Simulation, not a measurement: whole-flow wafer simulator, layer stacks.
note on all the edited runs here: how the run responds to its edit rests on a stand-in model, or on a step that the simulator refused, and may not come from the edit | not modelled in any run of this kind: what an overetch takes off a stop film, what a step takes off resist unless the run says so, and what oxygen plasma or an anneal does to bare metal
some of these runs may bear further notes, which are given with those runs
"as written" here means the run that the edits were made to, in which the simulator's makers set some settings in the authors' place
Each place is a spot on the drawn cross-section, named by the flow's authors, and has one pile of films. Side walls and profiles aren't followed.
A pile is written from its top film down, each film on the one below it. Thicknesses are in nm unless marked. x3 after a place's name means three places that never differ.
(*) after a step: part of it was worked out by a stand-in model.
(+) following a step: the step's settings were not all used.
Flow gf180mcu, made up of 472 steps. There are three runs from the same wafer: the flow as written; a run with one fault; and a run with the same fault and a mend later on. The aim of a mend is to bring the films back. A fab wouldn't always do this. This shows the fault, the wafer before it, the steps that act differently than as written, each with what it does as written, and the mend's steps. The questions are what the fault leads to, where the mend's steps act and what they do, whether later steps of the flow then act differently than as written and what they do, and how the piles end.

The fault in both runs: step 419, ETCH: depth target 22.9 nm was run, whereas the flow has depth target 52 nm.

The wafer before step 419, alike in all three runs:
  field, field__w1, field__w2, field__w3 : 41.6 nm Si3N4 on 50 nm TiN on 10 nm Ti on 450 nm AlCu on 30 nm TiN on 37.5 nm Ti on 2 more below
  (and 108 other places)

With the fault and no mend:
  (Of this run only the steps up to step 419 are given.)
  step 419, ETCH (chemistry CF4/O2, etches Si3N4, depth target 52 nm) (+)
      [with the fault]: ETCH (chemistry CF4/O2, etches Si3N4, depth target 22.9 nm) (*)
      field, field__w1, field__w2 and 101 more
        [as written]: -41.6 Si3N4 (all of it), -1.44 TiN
        [with the fault]: -22.9 Si3N4
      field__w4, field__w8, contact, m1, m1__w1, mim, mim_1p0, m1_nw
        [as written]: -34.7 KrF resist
        [with the fault]: -15.3 KrF resist
  Once step 419 is done, the piles at field, field__w1, field__w2 and 108 more depart from the flow's by more than 2% or 0.5 nm, whichever is larger.
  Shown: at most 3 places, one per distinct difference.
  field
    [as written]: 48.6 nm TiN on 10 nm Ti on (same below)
    [with the fault]: 18.7 nm Si3N4 on 50 nm TiN on 10 nm Ti on (same below)
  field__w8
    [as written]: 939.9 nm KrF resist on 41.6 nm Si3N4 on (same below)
    [with the fault]: 959.3 nm KrF resist on 41.6 nm Si3N4 on (same below)
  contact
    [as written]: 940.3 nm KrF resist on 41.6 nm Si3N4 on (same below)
    [with the fault]: 959.7 nm KrF resist on 41.6 nm Si3N4 on (same below)

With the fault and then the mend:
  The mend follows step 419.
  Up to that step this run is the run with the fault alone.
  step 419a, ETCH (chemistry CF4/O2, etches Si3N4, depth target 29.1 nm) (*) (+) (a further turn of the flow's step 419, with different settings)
      field, field__w1, field__w2 and 101 more
        -18.7 Si3N4 (all of it), -1.3 TiN
      field__w4, field__w8, contact, m1, m1__w1, mim, mim_1p0, m1_nw
        -18.7 KrF resist
  Every later step of the flow that is run acts as written, at every place that is followed, to within 2% or 0.5 nm, whichever is larger.
  By the end, the piles equal the flow's at every place that both follow.
